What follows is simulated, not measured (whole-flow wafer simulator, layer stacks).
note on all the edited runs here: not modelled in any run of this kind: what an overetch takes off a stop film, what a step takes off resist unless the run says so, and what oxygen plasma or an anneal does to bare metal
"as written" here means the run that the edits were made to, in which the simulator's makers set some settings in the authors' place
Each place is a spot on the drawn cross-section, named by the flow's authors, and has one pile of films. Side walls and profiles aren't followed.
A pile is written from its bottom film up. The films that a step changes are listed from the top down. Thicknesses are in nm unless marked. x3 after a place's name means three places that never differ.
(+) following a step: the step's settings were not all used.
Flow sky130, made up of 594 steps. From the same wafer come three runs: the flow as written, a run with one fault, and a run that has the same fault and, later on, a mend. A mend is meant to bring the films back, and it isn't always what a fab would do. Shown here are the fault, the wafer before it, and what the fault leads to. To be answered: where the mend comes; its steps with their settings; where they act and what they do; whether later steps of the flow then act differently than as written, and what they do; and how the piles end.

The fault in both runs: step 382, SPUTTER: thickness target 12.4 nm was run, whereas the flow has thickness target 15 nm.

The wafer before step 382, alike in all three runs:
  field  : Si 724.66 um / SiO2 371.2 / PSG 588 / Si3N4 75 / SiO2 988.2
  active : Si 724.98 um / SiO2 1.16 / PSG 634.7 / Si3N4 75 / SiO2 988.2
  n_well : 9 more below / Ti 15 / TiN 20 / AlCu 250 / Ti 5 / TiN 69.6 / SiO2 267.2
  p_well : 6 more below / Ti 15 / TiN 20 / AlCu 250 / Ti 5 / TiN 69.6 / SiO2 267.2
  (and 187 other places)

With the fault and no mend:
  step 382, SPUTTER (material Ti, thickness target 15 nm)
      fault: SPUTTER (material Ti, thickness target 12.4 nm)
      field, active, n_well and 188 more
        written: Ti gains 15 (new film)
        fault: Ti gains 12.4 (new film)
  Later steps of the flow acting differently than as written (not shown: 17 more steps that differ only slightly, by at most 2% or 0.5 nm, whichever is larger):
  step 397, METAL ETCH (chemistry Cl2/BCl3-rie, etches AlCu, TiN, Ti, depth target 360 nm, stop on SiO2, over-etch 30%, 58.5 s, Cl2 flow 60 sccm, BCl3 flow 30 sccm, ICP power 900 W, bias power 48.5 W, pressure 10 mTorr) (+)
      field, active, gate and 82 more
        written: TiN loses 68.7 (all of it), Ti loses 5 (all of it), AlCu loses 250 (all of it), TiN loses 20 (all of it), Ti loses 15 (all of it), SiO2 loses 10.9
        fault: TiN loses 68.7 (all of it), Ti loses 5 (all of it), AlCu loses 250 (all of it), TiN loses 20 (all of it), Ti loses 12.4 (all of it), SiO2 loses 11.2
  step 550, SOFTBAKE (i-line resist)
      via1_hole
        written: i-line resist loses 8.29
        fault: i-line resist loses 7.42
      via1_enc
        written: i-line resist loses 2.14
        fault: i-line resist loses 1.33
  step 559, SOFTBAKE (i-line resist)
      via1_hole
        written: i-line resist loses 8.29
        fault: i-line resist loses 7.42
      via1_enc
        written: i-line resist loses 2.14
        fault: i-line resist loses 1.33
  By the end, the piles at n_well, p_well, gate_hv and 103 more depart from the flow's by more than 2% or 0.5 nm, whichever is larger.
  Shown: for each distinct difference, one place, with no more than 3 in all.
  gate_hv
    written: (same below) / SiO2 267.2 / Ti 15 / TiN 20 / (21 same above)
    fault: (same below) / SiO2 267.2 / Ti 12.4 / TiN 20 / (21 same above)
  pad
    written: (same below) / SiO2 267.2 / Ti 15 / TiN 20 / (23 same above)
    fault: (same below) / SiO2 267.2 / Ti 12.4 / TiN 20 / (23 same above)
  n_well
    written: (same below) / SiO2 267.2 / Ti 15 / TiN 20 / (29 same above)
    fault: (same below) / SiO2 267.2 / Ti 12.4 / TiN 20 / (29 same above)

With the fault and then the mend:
  The mend stands after step 382.
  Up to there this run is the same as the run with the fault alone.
  step 382a, SPUTTER (material Ti, thickness target 2.6 nm) (a further turn of the flow's step 382, with different settings)
      field, active, n_well and 188 more
        Ti gains 2.6
  None of the later steps of the flow acts differently than as written at any place that is followed.
  At every place that both follow, the piles at the end match the flow's.
